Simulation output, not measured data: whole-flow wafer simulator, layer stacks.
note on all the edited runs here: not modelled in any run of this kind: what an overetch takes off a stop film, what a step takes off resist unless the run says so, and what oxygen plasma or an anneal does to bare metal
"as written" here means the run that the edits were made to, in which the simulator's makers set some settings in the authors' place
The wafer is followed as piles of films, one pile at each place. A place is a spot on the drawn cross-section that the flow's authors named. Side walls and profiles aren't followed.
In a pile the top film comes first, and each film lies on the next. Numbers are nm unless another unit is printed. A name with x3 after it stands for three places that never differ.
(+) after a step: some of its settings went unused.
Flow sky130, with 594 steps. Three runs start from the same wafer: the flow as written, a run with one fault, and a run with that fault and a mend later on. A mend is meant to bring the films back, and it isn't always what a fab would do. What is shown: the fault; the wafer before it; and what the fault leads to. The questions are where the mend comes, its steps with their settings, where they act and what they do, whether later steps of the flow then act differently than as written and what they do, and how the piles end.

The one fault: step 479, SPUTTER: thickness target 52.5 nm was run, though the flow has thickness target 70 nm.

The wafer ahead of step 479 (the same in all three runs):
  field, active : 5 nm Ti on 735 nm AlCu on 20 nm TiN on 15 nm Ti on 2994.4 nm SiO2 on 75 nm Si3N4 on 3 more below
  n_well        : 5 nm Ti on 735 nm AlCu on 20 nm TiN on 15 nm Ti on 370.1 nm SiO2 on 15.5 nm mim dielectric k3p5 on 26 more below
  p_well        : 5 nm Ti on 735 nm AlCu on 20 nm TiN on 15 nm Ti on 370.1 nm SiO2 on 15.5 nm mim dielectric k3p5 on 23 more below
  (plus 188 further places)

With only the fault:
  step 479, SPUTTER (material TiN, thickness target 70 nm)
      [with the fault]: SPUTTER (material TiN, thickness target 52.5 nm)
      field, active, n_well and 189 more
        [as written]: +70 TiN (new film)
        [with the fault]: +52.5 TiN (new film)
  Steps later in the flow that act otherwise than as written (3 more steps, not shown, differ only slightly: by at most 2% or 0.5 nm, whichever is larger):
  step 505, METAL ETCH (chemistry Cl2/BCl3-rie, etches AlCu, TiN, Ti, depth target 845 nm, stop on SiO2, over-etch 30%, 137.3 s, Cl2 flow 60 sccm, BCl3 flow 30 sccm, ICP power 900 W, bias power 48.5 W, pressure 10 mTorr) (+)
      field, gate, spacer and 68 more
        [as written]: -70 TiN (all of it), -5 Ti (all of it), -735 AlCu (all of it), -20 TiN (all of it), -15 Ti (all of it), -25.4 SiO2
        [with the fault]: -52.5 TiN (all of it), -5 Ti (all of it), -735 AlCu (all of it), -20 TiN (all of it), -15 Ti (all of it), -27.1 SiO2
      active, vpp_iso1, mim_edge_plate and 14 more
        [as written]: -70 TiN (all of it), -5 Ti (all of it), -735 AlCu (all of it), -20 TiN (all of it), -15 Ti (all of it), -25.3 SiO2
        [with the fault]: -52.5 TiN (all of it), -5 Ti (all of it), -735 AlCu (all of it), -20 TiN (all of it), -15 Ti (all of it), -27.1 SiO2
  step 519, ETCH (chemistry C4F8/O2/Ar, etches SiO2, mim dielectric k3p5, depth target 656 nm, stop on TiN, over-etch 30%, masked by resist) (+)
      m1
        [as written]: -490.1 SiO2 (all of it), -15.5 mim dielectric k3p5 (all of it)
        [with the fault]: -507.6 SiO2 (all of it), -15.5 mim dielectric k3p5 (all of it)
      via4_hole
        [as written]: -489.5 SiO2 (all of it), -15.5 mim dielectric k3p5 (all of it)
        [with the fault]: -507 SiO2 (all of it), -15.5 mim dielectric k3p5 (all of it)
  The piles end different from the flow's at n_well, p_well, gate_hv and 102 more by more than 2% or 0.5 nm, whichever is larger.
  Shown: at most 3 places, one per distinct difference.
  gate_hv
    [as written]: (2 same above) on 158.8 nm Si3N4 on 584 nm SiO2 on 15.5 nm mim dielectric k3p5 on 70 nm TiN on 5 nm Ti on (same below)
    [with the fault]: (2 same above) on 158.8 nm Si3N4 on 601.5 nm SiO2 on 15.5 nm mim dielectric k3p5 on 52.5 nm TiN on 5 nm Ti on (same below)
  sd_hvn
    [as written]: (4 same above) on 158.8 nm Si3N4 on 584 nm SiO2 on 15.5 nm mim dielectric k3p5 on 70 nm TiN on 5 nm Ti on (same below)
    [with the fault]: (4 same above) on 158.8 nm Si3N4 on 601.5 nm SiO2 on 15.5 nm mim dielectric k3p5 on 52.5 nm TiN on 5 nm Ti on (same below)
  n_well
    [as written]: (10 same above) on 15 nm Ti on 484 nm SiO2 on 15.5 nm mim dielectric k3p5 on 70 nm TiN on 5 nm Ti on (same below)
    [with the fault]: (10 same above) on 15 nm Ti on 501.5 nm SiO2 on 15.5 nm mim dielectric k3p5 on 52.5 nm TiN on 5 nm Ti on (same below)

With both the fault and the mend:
  The mend stands after step 479.
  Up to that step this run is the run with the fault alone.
  step 479a, SPUTTER (material TiN, thickness target 17.5 nm) (a further turn of the flow's step 479, with different settings)
      field, active, n_well and 189 more
        +17.5 TiN
  None of the later steps of the flow acts differently than as written at any place that is followed.
  By the end, the piles equal the flow's at every place that both follow.
